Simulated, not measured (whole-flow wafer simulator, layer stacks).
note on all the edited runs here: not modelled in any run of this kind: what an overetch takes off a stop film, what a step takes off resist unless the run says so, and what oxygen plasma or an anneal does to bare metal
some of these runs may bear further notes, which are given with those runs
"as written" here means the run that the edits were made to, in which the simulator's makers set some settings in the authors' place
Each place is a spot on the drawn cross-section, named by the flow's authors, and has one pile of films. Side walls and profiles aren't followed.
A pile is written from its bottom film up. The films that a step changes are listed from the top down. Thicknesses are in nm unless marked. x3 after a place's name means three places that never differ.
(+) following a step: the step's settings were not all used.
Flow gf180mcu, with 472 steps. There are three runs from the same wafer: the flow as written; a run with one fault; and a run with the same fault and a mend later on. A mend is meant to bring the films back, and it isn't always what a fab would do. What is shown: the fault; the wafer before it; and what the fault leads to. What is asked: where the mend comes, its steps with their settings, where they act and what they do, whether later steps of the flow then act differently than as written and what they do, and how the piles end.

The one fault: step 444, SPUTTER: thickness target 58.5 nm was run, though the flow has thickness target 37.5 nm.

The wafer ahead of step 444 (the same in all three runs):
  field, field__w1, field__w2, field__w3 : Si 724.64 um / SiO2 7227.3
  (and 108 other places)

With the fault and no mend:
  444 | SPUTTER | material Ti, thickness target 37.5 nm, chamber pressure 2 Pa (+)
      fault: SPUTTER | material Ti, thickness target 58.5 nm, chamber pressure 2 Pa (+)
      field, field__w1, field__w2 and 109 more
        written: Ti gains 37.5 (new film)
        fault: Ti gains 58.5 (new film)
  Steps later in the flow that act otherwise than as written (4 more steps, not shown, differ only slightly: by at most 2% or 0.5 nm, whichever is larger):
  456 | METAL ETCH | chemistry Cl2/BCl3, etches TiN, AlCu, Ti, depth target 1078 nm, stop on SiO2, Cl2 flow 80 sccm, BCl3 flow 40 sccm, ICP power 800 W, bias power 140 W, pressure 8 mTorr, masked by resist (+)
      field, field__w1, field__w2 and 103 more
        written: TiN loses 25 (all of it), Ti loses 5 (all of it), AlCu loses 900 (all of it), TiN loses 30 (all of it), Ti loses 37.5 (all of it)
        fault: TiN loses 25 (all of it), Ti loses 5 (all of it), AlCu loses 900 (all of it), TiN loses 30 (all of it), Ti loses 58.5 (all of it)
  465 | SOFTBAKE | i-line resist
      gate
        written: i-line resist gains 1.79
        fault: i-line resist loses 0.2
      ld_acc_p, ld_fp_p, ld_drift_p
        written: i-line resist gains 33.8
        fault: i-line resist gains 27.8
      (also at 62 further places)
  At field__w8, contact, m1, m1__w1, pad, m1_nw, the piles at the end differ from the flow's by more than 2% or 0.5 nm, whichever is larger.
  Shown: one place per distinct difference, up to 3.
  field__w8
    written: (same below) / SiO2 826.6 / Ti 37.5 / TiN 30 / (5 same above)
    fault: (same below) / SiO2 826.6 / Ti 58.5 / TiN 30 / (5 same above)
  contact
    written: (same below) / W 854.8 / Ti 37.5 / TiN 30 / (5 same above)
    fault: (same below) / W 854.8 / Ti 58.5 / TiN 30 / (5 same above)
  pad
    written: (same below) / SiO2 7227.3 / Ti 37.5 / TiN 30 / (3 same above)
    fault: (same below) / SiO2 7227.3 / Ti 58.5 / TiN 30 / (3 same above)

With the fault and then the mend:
  After step 444 comes the mend.
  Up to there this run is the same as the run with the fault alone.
  444a | METAL ETCH | chemistry Cl2/BCl3, etches TiN, AlCu, Ti, depth target 21 nm, Cl2 flow 80 sccm, BCl3 flow 40 sccm, ICP power 800 W, bias power 140 W, pressure 8 mTorr (the flow's step 260, run once more with other settings)
      field, field__w1, field__w2 and 109 more
        Ti loses 21
  Later steps of the flow that are run all act as written at every place that is followed.
  The piles end the same as the flow's at every place that both follow.
